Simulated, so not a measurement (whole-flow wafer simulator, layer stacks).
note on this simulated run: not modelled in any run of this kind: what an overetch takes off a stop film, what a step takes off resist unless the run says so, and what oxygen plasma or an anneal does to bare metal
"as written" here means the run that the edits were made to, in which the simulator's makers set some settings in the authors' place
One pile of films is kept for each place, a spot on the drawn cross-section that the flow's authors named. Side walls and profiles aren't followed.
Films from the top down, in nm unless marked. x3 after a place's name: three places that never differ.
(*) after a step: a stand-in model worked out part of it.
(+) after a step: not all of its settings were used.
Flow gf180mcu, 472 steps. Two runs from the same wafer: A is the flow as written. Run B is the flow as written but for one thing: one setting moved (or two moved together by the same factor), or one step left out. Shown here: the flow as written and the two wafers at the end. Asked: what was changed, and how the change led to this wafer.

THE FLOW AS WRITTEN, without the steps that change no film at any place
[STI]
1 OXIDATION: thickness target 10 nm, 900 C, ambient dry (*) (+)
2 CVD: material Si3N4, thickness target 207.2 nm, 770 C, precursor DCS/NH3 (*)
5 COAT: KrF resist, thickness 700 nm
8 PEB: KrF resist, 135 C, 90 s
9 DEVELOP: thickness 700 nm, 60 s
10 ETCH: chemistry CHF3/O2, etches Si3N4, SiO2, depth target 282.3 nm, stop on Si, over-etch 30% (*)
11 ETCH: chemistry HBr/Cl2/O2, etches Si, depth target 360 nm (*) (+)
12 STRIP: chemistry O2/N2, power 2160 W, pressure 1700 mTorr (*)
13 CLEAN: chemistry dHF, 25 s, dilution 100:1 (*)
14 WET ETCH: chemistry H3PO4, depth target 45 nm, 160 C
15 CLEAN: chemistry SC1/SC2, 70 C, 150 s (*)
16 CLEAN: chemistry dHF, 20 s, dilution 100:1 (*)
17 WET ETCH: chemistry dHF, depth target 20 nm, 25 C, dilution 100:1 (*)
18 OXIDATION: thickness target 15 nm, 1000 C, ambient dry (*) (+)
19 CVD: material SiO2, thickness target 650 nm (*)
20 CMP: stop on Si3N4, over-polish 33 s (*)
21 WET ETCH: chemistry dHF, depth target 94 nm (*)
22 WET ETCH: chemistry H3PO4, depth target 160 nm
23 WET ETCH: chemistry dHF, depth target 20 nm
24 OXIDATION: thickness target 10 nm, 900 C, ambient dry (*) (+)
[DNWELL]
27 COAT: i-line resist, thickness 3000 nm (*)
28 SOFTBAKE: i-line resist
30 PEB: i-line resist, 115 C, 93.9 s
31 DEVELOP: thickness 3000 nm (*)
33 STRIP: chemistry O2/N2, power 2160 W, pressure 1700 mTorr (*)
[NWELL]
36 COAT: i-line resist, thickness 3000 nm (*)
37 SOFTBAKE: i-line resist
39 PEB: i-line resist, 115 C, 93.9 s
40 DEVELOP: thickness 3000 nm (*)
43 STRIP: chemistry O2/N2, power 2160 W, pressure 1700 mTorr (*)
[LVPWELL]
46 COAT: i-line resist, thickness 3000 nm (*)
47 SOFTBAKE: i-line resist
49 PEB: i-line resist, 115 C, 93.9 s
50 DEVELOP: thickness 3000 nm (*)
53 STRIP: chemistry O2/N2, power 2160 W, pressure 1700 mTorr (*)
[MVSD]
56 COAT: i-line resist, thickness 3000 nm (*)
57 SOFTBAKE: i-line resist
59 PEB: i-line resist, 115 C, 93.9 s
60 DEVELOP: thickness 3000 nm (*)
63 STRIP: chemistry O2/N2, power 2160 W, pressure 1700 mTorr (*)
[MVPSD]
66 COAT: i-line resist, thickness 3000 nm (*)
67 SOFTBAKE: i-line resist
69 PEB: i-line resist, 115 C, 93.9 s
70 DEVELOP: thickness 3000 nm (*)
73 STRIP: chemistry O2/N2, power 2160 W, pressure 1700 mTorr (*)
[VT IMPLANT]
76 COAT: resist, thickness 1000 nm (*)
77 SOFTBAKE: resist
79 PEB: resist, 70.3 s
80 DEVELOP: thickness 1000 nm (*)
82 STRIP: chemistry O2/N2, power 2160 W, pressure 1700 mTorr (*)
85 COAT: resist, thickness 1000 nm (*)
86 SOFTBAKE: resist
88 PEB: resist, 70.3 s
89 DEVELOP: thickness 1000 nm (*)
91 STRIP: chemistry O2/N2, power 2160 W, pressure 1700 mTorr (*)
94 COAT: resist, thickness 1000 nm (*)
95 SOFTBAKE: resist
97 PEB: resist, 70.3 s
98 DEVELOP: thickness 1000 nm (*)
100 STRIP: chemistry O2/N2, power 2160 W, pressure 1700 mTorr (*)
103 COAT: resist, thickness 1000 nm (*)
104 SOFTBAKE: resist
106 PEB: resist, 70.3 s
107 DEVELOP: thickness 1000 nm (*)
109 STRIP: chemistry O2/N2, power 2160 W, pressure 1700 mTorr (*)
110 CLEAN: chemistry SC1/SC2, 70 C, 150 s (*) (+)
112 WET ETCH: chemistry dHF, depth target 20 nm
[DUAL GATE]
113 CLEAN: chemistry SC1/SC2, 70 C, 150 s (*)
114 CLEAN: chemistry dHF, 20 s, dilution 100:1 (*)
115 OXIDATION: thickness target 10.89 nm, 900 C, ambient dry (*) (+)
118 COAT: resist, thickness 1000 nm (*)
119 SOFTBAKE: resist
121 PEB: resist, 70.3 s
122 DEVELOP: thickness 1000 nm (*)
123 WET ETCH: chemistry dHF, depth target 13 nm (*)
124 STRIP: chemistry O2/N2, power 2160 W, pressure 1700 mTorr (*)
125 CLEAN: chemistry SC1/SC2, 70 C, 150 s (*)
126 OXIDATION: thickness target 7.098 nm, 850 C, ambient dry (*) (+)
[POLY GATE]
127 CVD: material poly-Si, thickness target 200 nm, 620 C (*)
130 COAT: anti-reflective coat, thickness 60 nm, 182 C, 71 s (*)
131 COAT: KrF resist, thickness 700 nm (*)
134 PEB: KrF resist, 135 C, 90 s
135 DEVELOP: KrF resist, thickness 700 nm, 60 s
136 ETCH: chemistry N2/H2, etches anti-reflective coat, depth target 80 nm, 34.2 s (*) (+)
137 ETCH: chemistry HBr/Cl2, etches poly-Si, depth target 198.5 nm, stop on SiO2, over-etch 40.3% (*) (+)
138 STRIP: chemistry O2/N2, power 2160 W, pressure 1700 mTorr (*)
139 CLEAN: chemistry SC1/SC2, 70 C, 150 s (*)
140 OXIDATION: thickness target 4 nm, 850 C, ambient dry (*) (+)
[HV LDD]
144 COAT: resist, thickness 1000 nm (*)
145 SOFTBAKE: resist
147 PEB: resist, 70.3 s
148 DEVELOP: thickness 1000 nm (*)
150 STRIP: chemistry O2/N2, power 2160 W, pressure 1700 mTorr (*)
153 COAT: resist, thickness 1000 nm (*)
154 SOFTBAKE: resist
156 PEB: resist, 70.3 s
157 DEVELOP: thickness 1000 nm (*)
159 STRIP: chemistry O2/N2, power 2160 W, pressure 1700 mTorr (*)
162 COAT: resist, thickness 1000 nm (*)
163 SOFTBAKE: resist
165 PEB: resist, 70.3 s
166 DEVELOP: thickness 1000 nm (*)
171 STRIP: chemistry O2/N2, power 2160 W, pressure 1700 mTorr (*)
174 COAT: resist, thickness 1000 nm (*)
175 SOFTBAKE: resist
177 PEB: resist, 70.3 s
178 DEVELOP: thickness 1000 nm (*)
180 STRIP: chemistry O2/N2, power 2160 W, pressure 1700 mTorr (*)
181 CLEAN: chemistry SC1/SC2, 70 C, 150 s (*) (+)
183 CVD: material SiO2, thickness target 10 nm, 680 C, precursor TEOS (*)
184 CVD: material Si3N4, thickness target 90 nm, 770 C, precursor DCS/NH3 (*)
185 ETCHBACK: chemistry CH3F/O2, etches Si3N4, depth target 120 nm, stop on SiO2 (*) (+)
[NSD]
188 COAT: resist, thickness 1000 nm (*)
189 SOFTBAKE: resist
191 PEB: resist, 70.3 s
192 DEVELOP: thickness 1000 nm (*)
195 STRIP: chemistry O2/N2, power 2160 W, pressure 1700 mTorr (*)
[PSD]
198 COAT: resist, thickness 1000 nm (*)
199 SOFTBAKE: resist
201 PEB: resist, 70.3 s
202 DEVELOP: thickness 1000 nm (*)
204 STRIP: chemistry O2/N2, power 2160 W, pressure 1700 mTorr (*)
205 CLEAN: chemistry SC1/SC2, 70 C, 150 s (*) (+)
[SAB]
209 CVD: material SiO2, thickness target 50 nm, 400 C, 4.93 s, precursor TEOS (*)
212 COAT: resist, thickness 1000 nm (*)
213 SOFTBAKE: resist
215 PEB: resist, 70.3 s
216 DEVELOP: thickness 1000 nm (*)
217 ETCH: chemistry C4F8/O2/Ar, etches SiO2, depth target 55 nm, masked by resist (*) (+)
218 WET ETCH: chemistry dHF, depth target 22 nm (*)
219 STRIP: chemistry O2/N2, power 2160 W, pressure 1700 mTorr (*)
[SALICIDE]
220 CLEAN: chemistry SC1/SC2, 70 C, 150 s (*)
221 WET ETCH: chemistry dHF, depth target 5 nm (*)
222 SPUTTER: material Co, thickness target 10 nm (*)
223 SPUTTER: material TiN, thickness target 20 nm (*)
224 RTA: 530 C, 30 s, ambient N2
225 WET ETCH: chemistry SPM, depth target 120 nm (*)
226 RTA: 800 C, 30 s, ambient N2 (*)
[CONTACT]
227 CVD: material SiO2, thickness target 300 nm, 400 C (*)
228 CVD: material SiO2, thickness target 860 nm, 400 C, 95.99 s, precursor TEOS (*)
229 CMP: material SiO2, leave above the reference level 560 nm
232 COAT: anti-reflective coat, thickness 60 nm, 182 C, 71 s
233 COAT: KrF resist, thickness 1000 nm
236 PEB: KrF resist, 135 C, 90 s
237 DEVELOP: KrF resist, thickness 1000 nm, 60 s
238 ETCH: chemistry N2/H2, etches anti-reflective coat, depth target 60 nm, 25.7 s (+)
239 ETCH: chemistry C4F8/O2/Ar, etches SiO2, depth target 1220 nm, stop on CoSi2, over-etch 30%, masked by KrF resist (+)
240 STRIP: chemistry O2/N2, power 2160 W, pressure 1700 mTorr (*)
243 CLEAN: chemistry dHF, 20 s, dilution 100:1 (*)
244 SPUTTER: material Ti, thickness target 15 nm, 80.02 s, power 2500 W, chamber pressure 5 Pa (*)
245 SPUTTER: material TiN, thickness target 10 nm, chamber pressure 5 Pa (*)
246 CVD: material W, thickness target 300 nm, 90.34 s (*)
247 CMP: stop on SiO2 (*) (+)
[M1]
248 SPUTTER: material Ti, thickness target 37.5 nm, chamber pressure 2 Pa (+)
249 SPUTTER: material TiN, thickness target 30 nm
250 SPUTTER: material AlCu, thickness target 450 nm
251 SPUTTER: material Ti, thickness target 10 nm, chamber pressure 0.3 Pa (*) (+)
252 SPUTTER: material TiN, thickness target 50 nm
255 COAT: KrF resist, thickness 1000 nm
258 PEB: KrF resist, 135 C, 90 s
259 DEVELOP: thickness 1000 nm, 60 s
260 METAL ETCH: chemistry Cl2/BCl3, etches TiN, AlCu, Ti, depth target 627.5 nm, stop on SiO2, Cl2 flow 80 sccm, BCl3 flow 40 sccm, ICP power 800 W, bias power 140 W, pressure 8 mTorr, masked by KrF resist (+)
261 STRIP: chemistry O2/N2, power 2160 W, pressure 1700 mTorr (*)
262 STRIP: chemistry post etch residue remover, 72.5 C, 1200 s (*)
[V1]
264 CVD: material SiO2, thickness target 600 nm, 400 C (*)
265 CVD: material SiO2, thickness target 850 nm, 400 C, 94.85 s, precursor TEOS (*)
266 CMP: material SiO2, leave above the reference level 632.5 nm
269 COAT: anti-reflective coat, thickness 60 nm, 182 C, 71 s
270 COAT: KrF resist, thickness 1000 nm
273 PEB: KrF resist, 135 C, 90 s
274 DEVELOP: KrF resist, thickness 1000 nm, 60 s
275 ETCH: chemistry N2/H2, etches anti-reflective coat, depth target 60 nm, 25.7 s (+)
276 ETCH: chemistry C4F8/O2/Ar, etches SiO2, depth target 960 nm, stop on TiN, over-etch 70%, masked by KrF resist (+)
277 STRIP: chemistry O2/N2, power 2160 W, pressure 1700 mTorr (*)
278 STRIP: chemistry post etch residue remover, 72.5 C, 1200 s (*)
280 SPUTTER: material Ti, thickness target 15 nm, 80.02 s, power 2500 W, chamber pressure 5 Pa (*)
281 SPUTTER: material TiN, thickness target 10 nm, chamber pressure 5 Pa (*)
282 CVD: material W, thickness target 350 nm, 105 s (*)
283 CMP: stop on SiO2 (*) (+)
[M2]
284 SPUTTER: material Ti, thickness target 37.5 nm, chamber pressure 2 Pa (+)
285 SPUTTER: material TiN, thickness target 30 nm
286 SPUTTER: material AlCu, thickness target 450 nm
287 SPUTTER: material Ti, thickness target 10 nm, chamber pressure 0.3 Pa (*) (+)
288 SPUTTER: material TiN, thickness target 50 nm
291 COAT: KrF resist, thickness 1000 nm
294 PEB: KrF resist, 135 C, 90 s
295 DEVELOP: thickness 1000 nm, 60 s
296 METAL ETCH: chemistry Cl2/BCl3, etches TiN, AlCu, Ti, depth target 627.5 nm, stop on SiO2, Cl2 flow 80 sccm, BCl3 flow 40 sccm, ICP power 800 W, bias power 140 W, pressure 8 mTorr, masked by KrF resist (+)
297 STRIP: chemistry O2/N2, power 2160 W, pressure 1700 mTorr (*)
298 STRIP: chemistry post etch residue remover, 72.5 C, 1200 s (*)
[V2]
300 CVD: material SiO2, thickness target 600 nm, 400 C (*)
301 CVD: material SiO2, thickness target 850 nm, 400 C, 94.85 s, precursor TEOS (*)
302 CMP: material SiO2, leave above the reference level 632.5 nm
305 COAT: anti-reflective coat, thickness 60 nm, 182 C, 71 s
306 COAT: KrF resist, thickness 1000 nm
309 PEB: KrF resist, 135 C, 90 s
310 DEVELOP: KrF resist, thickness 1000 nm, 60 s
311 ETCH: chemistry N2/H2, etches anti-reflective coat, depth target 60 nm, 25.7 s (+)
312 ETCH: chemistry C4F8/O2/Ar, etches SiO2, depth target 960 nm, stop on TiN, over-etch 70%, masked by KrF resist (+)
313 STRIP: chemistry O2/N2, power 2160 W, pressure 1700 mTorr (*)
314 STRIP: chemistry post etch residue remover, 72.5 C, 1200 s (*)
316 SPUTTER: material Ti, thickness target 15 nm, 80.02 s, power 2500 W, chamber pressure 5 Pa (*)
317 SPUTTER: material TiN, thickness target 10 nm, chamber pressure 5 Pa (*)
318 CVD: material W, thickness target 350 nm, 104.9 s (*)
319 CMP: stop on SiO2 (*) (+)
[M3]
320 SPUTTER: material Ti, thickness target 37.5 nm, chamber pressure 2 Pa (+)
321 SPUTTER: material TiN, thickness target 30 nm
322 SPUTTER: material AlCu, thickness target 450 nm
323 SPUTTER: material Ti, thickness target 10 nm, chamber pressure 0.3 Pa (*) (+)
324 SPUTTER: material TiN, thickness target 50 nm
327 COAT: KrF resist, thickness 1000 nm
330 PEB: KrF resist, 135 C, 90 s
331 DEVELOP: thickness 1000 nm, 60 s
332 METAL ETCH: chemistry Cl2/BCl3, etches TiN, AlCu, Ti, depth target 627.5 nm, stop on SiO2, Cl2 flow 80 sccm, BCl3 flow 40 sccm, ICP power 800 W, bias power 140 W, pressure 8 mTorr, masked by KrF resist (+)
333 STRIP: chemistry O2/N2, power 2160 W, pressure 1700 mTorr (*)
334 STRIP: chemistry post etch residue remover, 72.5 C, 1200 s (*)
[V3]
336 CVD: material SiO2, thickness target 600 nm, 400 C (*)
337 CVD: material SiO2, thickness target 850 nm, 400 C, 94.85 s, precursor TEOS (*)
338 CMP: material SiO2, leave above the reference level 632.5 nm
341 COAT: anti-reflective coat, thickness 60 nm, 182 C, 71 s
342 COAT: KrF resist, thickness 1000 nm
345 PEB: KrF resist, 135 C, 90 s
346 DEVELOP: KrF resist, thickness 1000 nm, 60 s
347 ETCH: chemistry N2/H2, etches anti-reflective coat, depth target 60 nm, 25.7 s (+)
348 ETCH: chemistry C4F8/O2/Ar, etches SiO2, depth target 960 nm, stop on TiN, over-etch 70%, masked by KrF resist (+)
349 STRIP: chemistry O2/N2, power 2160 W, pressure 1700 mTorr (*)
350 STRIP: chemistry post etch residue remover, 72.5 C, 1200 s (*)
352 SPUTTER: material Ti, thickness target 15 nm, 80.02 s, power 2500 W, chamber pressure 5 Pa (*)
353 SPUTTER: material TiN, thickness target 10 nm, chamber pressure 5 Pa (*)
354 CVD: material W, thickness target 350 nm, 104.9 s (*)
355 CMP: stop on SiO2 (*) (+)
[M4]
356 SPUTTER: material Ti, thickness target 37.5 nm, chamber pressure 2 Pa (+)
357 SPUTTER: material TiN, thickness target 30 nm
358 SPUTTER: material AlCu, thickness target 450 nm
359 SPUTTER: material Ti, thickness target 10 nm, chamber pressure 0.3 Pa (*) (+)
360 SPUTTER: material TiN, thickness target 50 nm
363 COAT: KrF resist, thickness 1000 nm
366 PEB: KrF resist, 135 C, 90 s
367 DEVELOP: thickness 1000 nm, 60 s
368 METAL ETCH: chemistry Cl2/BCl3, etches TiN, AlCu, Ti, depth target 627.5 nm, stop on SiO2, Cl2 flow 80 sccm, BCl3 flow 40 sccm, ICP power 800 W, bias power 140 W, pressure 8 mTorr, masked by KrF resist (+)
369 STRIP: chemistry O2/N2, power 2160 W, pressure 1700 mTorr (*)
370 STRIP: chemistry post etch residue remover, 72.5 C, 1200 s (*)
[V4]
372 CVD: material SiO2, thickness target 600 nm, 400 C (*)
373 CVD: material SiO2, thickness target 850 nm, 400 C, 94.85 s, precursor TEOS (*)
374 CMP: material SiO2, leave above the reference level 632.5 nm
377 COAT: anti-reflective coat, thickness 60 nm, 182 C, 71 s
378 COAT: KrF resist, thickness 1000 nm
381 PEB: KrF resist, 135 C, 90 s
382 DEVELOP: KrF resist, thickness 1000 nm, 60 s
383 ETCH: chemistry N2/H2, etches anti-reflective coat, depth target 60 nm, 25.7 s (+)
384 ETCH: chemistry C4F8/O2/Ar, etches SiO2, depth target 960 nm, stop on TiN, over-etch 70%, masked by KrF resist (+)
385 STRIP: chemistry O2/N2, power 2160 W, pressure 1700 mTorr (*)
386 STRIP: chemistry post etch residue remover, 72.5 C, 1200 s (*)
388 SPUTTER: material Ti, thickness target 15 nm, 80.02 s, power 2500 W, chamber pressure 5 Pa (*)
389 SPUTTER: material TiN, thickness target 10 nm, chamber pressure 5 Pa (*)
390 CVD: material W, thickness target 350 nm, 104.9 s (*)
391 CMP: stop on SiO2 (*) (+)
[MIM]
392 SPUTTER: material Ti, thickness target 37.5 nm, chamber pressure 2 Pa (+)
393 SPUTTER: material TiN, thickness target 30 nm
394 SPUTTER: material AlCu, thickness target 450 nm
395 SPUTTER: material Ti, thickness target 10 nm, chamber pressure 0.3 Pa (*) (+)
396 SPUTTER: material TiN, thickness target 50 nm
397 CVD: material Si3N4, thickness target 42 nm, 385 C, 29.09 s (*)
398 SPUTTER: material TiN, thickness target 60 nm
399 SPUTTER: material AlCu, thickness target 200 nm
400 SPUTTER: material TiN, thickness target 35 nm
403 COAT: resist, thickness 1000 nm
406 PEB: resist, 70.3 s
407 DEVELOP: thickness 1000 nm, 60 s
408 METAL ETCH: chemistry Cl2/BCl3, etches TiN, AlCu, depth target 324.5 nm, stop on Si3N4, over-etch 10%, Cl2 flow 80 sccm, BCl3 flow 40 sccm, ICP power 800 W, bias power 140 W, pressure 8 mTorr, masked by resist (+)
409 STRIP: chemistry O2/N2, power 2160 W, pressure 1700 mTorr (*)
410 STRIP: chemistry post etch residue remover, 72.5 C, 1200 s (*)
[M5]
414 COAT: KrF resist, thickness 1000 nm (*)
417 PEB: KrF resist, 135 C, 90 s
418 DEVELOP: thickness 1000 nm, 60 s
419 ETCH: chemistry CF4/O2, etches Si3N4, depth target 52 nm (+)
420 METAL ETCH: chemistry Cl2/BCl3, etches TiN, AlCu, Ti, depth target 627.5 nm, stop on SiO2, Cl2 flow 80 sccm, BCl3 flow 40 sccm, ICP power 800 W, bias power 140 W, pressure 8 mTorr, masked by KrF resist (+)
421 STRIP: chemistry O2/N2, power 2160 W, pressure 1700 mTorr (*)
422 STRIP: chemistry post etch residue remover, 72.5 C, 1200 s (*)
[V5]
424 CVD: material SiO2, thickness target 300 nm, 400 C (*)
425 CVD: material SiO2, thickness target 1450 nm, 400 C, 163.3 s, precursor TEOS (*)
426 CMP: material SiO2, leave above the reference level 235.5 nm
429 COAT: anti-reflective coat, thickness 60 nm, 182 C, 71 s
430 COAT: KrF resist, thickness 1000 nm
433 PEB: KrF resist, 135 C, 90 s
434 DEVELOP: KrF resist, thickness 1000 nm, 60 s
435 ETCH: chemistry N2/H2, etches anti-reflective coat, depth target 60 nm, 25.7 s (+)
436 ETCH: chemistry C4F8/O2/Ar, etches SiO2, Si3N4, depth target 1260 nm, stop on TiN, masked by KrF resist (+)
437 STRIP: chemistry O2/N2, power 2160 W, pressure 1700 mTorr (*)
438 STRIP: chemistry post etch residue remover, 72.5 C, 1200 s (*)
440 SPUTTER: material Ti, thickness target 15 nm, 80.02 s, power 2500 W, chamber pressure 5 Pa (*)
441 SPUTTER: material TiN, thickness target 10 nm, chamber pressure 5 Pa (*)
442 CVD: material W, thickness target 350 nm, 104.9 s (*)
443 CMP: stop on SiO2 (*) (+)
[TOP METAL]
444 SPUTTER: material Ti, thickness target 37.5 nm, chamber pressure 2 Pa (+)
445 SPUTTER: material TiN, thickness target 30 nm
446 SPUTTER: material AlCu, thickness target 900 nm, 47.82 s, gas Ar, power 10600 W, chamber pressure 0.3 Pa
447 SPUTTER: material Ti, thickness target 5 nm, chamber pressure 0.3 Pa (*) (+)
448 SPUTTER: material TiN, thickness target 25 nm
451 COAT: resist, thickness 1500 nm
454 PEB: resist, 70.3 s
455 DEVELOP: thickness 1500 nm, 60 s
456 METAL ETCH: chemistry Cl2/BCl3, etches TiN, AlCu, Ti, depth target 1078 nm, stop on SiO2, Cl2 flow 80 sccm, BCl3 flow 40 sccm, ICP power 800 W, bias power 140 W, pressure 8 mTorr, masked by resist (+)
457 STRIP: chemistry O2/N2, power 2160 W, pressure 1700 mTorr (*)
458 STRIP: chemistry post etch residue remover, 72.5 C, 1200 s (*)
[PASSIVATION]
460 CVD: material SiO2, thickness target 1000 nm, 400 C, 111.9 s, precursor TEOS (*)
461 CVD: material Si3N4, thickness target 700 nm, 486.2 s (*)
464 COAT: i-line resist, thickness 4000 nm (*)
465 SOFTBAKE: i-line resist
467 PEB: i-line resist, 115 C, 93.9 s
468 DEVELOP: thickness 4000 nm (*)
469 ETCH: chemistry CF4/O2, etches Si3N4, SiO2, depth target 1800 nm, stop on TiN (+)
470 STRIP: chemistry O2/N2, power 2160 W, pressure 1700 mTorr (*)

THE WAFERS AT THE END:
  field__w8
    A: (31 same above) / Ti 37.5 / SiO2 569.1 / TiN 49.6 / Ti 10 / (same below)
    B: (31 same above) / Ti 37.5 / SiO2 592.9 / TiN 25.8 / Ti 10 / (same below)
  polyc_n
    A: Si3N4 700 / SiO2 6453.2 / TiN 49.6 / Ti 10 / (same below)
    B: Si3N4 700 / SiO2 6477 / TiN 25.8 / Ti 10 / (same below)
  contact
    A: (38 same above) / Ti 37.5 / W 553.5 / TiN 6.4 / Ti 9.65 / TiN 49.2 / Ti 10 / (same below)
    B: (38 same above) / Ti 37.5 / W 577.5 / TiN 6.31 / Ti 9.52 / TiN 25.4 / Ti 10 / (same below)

The cause: step 252, SPUTTER: thickness target 26.2 nm was run, where the flow has thickness target 50 nm.

How the change led to this, step by step:
  252 SPUTTER: material TiN, thickness target 50 nm
      field, field__w1, field__w2 and 108 more: A TiN +50 (new film) | B TiN +26.2 (new film)
  260 METAL ETCH: chemistry Cl2/BCl3, etches TiN, AlCu, Ti, depth target 627.5 nm, stop on SiO2, Cl2 flow 80 sccm, BCl3 flow 40 sccm, ICP power 800 W, bias power 140 W, pressure 8 mTorr, masked by KrF resist (+)
      field, field__w1, field__w2 and 99 more: A TiN -50 (all of it), Ti -10 (all of it), AlCu -450 (all of it), TiN -30 (all of it), Ti -37.5 (all of it) | B TiN -26.2 (all of it), Ti -10 (all of it), AlCu -450 (all of it), TiN -30 (all of it), Ti -37.5 (all of it)
  266 CMP: material SiO2, leave above the reference level 632.5 nm
      field__w8, contact, m1 and 6 more: A SiO2 -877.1 | B SiO2 -853.3
  276 ETCH: chemistry C4F8/O2/Ar, etches SiO2, depth target 960 nm, stop on TiN, over-etch 70%, masked by KrF resist (+)
      contact: A SiO2 -572.5 (all of it) | B SiO2 -596.3 (all of it)
  282 CVD: material W, thickness target 350 nm, 105 s (*)
      contact: A W +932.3 (new film) | B W +956.3 (new film)
